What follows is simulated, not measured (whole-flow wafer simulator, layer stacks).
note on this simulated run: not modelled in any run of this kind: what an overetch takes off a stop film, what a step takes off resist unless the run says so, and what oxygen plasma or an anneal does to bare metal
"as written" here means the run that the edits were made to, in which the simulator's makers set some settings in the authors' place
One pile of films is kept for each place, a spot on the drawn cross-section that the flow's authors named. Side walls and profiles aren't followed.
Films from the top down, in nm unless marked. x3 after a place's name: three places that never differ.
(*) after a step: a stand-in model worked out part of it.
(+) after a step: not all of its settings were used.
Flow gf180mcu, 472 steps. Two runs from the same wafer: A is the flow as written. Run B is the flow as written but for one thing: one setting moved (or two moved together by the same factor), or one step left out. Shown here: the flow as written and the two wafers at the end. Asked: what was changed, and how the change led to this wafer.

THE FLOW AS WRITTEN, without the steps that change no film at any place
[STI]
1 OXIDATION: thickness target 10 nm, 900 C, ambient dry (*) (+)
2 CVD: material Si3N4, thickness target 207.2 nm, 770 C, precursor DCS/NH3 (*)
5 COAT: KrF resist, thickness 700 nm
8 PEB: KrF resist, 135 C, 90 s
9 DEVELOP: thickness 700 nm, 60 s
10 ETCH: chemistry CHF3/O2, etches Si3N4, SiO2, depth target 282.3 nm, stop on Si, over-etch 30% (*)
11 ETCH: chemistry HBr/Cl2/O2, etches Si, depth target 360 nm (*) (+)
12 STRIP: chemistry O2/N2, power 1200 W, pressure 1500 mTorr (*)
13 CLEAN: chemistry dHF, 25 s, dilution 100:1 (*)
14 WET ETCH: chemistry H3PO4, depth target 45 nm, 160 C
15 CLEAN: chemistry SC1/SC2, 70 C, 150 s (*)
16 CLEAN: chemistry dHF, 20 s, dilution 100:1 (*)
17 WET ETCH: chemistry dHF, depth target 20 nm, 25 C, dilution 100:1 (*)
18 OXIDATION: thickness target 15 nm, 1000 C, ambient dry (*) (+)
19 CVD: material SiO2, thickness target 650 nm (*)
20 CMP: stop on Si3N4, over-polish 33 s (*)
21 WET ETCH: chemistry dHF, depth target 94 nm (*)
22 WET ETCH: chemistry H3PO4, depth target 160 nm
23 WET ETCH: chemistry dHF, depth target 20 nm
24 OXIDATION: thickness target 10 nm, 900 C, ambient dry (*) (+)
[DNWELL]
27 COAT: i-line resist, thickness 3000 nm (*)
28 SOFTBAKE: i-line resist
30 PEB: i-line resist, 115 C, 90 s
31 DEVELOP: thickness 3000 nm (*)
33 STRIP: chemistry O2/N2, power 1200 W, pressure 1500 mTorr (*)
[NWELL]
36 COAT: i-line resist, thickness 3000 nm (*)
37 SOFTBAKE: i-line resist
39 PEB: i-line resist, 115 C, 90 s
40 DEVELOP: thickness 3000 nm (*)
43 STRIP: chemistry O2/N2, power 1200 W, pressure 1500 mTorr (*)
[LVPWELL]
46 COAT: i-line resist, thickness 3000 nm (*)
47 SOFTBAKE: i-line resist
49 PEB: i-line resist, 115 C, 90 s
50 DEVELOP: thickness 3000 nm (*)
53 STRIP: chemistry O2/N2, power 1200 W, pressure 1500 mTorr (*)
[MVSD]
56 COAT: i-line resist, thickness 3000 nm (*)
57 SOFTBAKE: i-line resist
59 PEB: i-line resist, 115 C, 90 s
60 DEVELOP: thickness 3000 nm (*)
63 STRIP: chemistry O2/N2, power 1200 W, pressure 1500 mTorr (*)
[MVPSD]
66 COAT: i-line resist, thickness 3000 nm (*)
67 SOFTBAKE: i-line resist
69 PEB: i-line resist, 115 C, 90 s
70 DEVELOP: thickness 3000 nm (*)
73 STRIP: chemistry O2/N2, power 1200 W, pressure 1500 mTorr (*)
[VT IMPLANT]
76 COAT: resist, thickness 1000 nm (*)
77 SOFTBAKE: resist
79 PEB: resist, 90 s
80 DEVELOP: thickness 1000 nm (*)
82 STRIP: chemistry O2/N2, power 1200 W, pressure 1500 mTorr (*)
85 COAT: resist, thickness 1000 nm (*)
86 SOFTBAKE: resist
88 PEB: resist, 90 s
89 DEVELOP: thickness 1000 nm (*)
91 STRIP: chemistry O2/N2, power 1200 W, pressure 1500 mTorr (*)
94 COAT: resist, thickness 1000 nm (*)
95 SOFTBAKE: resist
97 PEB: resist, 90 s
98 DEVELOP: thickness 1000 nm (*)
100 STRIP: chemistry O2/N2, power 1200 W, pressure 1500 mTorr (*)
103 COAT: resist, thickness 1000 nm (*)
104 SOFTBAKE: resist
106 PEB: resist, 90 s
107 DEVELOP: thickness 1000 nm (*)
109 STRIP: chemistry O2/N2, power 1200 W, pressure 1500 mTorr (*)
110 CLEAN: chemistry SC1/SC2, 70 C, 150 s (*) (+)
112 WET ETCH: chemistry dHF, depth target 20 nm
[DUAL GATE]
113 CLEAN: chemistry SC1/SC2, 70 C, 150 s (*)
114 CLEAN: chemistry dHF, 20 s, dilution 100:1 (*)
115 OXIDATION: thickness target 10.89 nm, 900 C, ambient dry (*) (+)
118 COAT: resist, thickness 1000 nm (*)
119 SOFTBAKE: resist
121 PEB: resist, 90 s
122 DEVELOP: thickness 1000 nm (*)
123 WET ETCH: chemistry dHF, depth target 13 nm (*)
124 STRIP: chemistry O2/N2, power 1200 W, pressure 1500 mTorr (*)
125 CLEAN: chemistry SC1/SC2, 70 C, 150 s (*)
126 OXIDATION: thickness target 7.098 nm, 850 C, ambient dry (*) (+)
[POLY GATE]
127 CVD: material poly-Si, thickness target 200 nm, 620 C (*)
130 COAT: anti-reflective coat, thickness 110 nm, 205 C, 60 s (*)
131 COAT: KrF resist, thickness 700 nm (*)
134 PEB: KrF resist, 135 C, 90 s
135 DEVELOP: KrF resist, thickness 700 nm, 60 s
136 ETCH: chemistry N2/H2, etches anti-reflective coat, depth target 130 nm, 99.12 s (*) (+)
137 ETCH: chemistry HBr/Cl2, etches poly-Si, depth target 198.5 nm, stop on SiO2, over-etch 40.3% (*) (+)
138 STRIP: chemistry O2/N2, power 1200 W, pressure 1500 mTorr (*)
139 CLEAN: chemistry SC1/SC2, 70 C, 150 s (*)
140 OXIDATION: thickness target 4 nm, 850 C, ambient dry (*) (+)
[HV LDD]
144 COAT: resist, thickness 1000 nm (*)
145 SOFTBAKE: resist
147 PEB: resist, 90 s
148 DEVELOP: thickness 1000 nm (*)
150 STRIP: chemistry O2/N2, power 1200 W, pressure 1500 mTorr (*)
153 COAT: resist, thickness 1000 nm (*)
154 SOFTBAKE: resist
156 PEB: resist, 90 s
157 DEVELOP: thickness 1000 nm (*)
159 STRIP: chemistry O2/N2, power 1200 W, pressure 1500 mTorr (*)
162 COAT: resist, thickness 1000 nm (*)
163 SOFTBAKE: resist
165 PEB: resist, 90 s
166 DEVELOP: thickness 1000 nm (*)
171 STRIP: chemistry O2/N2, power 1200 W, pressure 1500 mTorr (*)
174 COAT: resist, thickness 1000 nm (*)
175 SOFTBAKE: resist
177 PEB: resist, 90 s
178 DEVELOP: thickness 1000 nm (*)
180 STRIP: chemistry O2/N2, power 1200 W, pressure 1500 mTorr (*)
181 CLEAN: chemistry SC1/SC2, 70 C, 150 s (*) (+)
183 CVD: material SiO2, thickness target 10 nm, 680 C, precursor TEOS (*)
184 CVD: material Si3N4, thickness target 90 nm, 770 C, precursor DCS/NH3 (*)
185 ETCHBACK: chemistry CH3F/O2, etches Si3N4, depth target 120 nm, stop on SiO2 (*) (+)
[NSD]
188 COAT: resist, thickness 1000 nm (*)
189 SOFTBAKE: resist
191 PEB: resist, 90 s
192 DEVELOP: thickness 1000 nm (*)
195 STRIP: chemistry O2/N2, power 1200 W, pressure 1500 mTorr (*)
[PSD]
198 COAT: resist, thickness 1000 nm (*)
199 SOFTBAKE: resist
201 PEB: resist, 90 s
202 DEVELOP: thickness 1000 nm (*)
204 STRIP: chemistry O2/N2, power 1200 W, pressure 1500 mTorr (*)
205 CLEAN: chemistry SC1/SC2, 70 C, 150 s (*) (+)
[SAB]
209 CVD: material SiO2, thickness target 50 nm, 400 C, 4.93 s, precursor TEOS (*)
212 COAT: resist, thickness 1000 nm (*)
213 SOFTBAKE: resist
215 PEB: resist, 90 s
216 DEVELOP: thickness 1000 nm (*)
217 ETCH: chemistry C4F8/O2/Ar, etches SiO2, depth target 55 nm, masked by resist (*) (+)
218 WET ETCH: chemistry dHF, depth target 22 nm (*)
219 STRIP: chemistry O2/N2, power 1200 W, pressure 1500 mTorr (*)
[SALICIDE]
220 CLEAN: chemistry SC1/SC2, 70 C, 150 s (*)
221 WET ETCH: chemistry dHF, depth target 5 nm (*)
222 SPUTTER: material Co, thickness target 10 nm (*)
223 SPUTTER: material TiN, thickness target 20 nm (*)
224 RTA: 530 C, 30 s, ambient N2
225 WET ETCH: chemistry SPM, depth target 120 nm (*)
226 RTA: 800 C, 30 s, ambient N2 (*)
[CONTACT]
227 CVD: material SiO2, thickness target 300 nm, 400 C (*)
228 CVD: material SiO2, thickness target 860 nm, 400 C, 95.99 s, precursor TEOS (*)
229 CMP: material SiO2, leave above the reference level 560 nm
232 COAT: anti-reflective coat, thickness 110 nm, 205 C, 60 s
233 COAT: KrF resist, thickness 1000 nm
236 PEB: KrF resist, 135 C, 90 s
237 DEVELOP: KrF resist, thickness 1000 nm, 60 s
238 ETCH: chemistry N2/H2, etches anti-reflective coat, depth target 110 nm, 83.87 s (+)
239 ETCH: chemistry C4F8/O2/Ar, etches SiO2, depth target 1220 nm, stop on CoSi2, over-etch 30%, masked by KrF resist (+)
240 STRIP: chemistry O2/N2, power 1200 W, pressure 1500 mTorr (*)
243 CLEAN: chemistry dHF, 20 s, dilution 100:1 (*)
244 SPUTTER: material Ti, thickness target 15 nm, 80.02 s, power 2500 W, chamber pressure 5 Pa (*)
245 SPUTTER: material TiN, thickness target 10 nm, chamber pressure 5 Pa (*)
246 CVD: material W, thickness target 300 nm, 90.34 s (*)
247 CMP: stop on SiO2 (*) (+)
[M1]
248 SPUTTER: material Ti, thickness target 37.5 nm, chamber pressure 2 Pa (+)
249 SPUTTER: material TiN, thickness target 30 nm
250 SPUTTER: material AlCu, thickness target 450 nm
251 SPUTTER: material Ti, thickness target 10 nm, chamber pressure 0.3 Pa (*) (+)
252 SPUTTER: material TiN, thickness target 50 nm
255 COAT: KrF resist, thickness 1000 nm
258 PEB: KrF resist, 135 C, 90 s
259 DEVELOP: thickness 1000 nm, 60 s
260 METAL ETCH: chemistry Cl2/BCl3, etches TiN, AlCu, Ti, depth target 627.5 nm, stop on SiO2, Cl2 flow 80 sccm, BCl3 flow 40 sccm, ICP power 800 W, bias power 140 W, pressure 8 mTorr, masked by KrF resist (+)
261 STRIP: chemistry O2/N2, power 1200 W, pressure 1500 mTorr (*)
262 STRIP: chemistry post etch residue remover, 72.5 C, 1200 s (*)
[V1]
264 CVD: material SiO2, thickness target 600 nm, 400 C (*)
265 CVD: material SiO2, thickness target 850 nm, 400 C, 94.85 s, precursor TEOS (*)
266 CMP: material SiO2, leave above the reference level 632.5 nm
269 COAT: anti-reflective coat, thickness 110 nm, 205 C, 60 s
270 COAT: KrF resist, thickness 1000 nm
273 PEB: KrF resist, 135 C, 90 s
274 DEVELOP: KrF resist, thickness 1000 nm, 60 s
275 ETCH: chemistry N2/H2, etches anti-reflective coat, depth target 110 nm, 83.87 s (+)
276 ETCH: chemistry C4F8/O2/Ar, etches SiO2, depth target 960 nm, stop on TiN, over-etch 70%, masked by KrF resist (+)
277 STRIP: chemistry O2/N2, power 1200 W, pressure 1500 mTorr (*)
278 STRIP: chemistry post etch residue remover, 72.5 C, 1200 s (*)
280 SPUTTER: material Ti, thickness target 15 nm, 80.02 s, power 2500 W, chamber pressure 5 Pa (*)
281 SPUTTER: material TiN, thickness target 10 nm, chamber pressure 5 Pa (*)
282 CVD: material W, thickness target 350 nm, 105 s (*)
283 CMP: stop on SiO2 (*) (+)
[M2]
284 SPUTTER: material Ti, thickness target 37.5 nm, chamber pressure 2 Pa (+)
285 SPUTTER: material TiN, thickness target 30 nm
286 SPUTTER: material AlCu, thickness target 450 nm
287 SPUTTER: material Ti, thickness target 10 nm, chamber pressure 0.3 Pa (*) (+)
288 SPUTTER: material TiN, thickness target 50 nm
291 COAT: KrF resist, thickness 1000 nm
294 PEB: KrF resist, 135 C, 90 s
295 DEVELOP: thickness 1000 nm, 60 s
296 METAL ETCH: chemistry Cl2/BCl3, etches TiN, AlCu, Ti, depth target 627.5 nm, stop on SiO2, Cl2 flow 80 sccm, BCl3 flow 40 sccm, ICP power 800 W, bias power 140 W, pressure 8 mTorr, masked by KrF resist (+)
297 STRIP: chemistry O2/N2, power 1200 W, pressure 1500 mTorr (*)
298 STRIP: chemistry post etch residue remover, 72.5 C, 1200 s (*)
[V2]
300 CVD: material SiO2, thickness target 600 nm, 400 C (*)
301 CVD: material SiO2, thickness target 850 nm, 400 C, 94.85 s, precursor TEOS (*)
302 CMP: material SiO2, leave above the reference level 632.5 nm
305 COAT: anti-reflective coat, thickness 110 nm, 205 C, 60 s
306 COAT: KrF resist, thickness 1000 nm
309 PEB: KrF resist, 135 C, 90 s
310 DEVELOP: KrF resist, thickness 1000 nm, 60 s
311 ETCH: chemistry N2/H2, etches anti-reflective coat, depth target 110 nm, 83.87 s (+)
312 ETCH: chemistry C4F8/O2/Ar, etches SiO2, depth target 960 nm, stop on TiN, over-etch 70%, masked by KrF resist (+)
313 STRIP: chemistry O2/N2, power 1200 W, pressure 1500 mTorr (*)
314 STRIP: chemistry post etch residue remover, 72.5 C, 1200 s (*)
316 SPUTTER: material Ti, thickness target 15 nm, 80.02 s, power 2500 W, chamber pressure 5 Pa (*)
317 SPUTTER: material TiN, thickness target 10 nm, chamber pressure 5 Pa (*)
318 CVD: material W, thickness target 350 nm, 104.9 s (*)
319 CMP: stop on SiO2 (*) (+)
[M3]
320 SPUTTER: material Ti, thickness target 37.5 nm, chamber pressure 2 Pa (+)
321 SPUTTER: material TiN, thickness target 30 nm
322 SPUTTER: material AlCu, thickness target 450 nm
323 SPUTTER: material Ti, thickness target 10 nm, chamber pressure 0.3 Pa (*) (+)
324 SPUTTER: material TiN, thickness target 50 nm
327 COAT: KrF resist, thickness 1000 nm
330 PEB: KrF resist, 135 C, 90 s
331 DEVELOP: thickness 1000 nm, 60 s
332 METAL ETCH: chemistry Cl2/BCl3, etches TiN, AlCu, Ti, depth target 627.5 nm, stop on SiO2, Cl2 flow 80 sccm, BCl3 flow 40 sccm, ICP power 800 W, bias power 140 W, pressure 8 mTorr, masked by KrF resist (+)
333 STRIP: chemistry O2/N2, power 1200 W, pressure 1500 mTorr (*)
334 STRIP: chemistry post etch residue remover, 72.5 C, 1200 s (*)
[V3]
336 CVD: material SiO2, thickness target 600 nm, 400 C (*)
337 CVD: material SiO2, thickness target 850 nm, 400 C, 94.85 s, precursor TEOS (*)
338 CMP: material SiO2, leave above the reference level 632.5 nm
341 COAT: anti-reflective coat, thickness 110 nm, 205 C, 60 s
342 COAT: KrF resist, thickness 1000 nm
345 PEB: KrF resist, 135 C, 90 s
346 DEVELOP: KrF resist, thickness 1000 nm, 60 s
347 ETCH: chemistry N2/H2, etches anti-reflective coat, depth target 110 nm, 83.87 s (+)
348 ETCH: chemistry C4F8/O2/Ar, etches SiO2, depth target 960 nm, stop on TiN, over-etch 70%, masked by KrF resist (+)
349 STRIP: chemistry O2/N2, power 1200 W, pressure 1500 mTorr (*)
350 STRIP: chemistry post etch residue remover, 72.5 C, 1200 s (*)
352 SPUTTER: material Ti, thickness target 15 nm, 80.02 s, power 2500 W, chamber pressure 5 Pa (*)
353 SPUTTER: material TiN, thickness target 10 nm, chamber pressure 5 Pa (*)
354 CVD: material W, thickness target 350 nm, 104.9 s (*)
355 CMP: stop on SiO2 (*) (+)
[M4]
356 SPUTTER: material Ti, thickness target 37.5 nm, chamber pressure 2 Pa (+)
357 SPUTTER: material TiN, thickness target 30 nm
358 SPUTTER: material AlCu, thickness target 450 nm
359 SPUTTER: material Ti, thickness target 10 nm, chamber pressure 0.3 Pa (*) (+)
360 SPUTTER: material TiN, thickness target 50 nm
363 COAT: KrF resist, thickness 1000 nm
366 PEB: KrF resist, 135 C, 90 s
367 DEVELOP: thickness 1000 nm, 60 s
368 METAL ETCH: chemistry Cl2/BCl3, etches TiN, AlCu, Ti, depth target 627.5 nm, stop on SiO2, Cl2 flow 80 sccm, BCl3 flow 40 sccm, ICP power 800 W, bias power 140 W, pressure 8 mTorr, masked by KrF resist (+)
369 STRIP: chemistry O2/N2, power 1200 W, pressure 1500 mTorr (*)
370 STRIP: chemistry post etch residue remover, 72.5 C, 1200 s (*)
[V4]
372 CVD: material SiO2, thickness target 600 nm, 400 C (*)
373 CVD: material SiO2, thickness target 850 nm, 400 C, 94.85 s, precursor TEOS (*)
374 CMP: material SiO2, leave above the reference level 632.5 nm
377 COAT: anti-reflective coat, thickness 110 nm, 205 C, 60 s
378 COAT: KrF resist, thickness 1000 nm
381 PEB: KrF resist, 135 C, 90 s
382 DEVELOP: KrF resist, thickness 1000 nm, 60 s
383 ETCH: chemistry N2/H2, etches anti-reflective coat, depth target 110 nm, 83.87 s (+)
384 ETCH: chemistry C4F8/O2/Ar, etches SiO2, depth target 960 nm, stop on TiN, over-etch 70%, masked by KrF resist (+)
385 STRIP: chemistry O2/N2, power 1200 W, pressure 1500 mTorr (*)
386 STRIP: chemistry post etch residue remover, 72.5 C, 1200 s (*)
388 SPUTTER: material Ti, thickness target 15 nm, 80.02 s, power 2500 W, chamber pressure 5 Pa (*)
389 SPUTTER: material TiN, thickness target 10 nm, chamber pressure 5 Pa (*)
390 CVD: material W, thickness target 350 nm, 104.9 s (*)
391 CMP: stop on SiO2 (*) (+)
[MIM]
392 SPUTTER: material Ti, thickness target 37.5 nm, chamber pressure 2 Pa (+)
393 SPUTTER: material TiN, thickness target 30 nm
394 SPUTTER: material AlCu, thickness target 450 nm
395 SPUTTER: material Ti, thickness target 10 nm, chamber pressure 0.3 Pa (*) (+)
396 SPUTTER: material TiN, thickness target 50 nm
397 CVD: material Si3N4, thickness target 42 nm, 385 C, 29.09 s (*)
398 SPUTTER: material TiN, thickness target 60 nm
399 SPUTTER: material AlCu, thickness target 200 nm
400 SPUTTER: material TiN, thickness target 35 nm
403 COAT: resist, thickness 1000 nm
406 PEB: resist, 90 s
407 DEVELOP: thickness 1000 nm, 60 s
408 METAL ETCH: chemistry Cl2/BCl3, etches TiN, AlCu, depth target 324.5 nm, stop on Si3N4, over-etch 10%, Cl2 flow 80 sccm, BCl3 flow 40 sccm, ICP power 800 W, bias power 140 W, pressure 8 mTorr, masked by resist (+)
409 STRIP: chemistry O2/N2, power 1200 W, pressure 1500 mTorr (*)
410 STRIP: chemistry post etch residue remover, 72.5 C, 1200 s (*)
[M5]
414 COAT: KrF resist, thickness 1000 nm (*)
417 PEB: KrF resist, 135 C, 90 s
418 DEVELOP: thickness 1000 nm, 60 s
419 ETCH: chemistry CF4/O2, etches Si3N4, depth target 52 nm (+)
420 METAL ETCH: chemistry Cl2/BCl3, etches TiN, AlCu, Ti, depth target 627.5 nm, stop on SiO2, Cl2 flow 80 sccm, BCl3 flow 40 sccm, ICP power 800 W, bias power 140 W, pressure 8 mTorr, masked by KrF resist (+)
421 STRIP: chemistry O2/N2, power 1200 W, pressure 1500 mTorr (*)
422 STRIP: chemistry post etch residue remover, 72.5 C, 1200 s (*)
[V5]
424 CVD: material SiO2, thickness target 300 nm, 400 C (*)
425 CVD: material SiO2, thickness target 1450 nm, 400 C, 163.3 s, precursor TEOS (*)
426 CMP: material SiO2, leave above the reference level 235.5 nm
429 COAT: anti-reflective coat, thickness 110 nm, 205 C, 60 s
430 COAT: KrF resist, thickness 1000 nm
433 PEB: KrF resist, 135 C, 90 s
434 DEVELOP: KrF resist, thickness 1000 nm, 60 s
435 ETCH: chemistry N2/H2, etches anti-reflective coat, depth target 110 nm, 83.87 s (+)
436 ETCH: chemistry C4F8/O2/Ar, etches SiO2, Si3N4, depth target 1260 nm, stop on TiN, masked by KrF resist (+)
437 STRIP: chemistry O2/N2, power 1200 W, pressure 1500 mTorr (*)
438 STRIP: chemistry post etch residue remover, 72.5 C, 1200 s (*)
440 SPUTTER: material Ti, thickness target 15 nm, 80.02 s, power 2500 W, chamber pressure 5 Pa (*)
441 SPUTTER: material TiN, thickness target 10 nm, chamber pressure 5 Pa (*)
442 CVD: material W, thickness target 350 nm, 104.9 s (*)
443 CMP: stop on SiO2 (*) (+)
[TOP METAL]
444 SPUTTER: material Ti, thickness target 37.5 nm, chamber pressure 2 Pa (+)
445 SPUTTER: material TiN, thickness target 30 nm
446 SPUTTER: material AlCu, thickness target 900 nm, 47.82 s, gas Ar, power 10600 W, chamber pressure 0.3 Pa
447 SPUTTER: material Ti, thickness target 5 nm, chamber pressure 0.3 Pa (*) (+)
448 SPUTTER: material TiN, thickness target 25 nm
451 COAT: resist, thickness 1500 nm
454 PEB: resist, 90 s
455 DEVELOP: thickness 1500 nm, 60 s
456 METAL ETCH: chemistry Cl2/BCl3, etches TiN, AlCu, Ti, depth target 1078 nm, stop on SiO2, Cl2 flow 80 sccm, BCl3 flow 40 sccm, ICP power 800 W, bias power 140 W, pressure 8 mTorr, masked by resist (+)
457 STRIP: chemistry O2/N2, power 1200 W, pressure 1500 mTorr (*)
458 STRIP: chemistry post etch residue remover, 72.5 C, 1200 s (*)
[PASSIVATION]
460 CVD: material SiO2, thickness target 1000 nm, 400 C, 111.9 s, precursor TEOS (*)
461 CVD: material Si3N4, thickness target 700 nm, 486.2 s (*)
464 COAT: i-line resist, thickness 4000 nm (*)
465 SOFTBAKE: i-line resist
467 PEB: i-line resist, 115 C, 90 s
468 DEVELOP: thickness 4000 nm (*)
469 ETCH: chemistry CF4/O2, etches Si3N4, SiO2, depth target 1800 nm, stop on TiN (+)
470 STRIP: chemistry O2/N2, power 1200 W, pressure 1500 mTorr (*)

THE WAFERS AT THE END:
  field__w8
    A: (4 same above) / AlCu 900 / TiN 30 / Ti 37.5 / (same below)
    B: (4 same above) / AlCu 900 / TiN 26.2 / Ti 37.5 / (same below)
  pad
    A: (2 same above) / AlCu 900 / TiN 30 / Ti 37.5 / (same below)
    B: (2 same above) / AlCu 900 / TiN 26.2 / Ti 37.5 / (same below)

The cause: step 445, SPUTTER: thickness target 26.25 nm was run, where the flow has thickness target 30 nm.
It can be read off the wafer: field__w8 has TiN 26.2, and step 445 as written asks for 30 nm.

How the change led to this, step by step:
  445 SPUTTER: material TiN, thickness target 30 nm
      field, field__w1, field__w2 and 109 more: A TiN +30 (new film) | B TiN +26.2 (new film)
  456 METAL ETCH: chemistry Cl2/BCl3, etches TiN, AlCu, Ti, depth target 1078 nm, stop on SiO2, Cl2 flow 80 sccm, BCl3 flow 40 sccm, ICP power 800 W, bias power 140 W, pressure 8 mTorr, masked by resist (+)
      field, field__w1, field__w2 and 103 more: A TiN -25 (all of it), Ti -5 (all of it), AlCu -900 (all of it), TiN -30 (all of it), Ti -37.5 (all of it) | B TiN -25 (all of it), Ti -5 (all of it), AlCu -900 (all of it), TiN -26.2 (all of it), Ti -37.5 (all of it)
